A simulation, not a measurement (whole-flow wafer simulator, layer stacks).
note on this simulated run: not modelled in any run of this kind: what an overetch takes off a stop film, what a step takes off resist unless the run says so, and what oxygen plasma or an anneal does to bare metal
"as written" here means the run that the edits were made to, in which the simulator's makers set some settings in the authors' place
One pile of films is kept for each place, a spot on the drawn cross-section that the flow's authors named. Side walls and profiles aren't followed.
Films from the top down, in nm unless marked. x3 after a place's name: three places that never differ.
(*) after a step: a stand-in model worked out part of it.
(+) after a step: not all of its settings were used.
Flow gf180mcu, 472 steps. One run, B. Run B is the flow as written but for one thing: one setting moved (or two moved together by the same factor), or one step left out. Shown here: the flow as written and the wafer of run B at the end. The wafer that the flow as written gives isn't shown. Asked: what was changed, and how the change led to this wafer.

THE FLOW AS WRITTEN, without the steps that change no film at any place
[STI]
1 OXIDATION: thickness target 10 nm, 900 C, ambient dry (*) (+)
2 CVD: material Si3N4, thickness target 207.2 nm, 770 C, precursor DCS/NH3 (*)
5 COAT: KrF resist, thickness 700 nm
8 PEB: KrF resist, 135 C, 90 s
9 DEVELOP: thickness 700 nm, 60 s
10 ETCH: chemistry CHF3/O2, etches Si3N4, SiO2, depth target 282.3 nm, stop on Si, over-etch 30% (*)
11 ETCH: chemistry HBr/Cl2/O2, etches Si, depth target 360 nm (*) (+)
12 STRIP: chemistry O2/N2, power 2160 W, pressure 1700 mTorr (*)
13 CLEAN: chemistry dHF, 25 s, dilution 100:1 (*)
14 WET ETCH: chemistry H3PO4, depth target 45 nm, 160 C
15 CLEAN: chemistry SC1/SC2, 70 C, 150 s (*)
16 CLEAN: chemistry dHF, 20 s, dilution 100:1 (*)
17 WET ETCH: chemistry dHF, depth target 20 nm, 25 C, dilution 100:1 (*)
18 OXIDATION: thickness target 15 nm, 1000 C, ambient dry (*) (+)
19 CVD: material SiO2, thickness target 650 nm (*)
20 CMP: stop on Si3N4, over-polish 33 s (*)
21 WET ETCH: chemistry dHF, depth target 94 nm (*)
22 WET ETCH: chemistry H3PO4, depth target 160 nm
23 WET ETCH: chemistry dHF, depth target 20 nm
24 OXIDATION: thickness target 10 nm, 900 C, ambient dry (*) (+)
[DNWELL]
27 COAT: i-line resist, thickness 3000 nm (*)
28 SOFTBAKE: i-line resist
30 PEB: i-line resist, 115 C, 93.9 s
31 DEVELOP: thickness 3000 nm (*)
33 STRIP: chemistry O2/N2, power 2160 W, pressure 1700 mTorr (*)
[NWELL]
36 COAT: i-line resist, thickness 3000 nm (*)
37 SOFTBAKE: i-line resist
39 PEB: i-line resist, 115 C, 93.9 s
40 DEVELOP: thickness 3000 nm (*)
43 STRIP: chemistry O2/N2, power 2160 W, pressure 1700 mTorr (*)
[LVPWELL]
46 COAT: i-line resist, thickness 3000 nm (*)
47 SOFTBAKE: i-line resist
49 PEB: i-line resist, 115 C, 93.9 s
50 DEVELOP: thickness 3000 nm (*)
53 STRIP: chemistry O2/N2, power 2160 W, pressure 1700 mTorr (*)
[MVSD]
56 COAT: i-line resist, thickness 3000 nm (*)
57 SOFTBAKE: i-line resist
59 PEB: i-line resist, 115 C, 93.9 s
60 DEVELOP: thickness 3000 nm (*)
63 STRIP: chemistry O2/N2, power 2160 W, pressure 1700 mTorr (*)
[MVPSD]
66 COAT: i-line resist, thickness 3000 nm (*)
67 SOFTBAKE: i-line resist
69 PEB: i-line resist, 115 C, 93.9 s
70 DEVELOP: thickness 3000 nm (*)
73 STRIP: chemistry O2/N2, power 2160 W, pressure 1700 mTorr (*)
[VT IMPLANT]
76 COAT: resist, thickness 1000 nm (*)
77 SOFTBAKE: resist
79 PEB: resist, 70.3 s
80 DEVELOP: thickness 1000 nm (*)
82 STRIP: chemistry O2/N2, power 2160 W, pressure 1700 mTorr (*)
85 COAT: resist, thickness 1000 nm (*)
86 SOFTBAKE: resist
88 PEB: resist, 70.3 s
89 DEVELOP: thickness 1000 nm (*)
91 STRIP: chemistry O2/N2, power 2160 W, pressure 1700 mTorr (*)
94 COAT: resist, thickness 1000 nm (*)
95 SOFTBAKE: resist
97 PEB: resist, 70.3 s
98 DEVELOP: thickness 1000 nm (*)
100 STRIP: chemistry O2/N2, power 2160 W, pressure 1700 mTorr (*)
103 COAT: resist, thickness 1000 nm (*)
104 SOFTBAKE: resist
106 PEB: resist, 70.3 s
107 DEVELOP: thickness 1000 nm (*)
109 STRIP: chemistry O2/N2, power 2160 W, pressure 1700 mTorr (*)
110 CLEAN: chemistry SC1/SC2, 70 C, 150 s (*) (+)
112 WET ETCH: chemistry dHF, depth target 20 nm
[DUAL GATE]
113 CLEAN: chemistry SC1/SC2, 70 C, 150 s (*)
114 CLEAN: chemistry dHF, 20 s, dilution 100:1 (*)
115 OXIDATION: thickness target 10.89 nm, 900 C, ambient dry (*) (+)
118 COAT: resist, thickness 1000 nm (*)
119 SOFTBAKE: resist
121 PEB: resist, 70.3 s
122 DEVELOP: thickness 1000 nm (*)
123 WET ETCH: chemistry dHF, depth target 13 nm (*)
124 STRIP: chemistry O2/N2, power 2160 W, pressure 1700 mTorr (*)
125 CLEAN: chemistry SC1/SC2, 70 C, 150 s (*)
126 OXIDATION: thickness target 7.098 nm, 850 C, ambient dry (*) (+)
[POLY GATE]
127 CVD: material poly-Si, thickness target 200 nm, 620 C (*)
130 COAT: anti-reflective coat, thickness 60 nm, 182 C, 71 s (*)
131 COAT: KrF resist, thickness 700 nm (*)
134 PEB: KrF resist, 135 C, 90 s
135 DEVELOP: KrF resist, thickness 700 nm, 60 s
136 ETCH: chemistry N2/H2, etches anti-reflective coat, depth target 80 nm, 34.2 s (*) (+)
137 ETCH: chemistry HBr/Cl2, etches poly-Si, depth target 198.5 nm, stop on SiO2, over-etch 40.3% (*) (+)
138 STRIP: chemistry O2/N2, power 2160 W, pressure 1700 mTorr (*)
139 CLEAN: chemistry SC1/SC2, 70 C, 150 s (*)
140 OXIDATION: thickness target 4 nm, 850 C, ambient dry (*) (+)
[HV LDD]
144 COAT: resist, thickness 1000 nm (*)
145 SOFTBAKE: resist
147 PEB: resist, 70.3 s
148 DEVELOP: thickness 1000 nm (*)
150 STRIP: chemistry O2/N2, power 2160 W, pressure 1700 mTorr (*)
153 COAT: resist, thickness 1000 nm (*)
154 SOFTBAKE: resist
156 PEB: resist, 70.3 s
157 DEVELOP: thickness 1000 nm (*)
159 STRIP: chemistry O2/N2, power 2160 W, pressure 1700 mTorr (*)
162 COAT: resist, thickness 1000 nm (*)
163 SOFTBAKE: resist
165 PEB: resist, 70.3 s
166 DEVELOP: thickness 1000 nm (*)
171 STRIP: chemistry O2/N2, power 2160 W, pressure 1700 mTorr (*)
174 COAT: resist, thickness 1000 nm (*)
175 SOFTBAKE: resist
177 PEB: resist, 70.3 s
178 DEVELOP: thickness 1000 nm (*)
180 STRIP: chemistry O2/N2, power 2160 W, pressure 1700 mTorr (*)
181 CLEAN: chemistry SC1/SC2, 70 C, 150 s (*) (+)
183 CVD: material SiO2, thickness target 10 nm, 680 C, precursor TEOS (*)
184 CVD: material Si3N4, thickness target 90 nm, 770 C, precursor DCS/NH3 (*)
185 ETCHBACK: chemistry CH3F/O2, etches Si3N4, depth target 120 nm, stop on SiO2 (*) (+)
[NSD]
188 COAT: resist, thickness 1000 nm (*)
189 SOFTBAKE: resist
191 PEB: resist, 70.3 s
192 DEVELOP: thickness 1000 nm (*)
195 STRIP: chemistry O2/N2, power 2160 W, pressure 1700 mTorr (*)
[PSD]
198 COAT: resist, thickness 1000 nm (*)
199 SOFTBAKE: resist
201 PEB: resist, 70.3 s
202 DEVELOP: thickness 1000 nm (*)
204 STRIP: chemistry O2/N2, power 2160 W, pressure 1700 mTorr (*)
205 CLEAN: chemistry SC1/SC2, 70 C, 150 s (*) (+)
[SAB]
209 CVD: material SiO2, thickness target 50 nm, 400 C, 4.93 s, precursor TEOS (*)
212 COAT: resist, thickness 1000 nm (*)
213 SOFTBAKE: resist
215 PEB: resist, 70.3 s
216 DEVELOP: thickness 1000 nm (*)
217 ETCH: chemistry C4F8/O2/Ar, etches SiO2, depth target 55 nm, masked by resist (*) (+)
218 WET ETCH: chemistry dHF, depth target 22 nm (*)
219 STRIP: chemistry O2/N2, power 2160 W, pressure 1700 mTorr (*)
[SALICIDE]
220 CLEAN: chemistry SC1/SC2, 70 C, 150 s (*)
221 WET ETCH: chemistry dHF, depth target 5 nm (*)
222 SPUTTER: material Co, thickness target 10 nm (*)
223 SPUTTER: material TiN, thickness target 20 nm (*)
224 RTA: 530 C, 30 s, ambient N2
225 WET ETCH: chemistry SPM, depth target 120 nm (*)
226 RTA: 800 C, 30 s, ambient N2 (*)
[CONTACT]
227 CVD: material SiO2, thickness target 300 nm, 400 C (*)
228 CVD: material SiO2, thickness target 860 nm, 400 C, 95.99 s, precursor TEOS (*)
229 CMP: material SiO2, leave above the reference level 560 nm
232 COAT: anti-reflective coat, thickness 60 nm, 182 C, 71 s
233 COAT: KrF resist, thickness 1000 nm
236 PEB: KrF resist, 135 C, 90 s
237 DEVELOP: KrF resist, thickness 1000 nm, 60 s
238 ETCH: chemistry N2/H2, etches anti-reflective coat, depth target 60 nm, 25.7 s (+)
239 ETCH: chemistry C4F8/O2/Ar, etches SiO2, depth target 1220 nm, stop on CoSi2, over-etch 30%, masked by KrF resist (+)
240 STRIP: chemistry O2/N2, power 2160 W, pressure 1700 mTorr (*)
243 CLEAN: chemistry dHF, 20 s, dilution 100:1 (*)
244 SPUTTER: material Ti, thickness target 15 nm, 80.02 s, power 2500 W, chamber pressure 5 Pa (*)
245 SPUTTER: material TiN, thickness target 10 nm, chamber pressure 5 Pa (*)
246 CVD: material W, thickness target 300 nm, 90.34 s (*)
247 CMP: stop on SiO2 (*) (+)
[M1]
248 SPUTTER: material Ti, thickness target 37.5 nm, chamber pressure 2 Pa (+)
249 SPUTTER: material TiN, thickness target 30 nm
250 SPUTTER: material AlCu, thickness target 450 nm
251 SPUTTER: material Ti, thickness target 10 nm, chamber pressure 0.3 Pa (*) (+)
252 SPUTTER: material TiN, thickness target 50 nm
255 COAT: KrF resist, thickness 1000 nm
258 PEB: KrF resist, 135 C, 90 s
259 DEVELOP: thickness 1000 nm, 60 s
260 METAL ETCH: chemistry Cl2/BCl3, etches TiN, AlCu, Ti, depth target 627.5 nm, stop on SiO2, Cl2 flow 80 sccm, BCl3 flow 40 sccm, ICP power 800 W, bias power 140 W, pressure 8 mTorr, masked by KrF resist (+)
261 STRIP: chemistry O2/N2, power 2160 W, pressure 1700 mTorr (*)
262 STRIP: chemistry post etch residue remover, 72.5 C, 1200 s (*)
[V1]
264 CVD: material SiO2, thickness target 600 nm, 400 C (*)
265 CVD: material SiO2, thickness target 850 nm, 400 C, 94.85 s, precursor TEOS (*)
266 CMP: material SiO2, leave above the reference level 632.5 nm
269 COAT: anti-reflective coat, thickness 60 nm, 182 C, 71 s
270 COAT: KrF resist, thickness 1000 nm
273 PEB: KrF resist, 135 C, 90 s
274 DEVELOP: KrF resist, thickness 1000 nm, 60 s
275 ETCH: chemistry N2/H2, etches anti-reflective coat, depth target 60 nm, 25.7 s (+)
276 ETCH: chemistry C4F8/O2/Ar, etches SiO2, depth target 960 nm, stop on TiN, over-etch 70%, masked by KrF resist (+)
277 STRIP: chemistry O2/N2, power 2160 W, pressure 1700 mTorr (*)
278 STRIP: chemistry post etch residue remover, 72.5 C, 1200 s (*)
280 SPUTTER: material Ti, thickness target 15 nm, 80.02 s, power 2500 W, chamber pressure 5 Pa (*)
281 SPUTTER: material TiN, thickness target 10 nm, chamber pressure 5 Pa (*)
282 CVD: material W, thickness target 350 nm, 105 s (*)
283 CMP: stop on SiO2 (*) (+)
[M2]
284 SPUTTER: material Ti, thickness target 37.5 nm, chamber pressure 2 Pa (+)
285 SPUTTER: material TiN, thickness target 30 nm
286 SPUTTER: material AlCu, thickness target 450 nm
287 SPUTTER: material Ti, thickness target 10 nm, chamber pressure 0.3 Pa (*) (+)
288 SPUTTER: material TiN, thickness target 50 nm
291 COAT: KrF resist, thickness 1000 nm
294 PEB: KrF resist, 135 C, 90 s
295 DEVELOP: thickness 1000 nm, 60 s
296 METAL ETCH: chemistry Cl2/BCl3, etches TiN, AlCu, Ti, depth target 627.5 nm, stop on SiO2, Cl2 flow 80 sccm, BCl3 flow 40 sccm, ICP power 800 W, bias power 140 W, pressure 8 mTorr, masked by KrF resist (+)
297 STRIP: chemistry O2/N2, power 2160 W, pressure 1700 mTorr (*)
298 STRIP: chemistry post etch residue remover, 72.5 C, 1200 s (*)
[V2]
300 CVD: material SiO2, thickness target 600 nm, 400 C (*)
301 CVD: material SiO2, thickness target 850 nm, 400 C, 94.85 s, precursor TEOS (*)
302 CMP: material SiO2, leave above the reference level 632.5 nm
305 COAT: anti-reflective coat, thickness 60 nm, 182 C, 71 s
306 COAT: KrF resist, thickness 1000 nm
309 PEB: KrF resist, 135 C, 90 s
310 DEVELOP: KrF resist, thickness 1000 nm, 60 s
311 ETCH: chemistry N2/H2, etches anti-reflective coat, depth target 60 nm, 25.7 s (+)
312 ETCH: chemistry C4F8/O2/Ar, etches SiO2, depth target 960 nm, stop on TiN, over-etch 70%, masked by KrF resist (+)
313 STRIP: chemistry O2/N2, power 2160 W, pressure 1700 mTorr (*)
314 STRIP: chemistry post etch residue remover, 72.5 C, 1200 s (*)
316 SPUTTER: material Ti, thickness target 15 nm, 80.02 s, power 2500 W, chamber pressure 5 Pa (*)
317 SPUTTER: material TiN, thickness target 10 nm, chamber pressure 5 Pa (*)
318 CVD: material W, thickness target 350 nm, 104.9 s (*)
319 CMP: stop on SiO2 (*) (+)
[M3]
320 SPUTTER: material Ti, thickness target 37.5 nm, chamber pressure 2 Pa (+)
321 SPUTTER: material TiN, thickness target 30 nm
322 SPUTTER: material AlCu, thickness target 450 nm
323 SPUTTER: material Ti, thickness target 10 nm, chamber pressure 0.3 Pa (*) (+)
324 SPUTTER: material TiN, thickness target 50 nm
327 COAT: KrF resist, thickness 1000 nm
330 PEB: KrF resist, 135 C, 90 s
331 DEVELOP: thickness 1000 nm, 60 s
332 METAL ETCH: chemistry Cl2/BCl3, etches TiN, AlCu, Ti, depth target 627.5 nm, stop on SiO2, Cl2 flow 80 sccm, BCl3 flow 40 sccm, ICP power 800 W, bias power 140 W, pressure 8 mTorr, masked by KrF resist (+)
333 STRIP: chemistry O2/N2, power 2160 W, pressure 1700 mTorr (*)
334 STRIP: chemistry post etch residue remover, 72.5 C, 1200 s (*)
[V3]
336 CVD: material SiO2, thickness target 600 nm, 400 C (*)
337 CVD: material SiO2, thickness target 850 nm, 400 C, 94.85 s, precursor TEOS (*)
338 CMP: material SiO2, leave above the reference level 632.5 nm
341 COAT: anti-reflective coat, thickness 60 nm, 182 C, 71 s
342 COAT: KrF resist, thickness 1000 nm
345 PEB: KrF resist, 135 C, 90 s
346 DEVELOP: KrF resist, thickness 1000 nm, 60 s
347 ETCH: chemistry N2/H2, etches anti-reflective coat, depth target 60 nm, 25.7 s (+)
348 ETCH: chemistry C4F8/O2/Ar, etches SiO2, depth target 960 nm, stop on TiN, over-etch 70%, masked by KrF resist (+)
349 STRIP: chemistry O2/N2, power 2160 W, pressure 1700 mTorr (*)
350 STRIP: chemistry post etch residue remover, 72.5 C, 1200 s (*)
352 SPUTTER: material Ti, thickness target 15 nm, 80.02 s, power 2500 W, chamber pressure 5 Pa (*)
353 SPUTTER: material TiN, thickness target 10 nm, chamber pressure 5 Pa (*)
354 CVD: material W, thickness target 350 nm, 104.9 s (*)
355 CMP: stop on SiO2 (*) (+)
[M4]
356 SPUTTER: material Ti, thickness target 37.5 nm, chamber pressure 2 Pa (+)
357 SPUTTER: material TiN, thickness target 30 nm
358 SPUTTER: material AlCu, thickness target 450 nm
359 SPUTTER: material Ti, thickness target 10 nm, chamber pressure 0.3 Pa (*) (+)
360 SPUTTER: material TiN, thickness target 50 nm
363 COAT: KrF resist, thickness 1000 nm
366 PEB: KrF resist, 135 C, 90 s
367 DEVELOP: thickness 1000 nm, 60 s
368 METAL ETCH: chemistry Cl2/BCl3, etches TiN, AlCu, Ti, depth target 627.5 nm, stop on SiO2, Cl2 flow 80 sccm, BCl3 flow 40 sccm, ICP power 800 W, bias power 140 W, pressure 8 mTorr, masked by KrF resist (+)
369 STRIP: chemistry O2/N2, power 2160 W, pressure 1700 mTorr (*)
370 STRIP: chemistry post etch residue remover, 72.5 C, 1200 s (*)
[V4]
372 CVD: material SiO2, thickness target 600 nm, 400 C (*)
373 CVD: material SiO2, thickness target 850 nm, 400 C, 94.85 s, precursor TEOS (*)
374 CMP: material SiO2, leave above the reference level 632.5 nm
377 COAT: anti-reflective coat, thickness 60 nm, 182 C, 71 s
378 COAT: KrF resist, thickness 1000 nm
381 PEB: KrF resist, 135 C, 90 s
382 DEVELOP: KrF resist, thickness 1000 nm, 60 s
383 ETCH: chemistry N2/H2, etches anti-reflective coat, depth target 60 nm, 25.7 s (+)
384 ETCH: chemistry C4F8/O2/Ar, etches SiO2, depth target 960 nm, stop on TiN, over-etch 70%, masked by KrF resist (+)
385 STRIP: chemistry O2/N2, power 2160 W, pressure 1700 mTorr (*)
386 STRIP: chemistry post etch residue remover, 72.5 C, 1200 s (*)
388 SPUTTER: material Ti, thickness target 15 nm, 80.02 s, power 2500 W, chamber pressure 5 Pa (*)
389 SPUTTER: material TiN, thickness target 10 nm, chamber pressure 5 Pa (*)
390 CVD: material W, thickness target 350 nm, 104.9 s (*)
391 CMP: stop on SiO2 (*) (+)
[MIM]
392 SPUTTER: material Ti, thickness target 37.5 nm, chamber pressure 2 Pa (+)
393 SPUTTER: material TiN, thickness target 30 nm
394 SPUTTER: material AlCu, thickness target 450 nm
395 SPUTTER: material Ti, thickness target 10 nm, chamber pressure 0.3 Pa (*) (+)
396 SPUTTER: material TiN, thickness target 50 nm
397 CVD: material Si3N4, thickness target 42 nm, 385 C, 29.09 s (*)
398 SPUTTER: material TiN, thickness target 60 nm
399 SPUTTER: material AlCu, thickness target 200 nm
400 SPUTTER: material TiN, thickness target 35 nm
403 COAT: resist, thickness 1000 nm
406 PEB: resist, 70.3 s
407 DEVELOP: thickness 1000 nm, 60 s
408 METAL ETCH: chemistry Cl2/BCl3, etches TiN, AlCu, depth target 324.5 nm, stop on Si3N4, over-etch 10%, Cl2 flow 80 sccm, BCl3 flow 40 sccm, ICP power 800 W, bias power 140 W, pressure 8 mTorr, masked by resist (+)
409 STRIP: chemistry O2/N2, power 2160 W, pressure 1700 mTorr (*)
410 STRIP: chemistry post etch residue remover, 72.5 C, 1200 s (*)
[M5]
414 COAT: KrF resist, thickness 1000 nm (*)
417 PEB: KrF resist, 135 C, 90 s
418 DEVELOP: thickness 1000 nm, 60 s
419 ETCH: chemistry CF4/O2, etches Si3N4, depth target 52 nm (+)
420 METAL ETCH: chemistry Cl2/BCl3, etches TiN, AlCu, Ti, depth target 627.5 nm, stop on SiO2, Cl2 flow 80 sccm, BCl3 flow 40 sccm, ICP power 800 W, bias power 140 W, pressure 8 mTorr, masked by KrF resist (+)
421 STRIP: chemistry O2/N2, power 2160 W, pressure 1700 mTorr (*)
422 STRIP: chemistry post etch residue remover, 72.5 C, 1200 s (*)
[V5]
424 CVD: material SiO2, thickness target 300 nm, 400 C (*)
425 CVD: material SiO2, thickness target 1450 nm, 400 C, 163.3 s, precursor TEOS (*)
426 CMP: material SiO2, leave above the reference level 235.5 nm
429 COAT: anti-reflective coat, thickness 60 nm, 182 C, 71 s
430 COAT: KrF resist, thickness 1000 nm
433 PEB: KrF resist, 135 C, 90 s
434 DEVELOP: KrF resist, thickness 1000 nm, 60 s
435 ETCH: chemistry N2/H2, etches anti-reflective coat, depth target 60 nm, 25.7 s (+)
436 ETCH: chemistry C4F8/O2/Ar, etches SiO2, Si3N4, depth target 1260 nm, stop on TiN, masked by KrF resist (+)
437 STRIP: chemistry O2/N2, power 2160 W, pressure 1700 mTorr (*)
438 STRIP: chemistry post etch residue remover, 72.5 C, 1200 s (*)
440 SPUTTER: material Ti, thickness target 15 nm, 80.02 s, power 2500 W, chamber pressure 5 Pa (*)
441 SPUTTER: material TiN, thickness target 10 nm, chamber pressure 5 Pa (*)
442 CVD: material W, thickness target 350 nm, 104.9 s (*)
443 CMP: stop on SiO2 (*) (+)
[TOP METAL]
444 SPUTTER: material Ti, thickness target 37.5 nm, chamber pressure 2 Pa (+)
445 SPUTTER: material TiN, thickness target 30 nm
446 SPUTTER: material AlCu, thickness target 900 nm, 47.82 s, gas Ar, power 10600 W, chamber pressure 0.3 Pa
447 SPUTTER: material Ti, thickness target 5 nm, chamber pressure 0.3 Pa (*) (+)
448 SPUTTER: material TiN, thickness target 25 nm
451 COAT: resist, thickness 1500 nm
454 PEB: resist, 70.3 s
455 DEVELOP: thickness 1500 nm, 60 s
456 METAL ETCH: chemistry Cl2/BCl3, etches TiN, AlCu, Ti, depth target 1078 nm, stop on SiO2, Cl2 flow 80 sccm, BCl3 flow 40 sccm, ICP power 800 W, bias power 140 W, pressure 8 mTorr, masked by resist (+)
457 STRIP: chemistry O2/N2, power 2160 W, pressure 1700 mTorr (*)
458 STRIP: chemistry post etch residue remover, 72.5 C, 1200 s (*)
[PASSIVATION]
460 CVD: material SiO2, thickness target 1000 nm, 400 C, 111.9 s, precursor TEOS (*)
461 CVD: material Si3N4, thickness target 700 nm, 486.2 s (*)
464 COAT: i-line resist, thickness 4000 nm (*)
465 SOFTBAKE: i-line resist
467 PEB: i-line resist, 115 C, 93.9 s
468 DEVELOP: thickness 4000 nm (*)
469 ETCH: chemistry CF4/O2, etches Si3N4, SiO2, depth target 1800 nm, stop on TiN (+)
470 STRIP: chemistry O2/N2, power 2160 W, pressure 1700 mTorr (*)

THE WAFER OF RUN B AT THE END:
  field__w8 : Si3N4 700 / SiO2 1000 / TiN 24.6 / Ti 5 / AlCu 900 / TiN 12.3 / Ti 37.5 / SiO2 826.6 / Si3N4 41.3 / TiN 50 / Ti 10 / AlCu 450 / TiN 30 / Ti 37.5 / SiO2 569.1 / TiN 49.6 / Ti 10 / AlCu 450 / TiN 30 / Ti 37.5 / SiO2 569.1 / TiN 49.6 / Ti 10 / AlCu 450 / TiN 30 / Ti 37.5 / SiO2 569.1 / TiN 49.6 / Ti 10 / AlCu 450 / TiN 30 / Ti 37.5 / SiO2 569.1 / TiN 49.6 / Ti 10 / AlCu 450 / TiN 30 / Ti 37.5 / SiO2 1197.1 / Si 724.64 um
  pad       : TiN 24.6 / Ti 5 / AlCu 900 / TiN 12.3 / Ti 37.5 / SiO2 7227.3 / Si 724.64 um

The cause: step 445, SPUTTER: thickness target 12.3 nm was run, where the flow has thickness target 30 nm.
It can be read off the wafer: field__w8 has TiN 12.3, and step 445 as written asks for 30 nm.

How the change led to this, step by step:
  445 SPUTTER: material TiN, thickness target 30 nm
      field, field__w1, field__w2 and 109 more: TiN +12.3 (new film) (as written it would be: TiN +30 (new film))
  456 METAL ETCH: chemistry Cl2/BCl3, etches TiN, AlCu, Ti, depth target 1078 nm, stop on SiO2, Cl2 flow 80 sccm, BCl3 flow 40 sccm, ICP power 800 W, bias power 140 W, pressure 8 mTorr, masked by resist (+)
      field, field__w1, field__w2 and 103 more: TiN -25 (all of it), Ti -5 (all of it), AlCu -900 (all of it), TiN -12.3 (all of it), Ti -37.5 (all of it) (as written it would be: TiN -25 (all of it), Ti -5 (all of it), AlCu -900 (all of it), TiN -30 (all of it), Ti -37.5 (all of it))
  465 SOFTBAKE: i-line resist
      field__w2, field_sub__w4: i-line resist +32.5 (as written it would be: i-line resist +33.4)
      field__w11, field__w13: i-line resist +36.6 (as written it would be: i-line resist +37.6)
      (and at 59 more places)
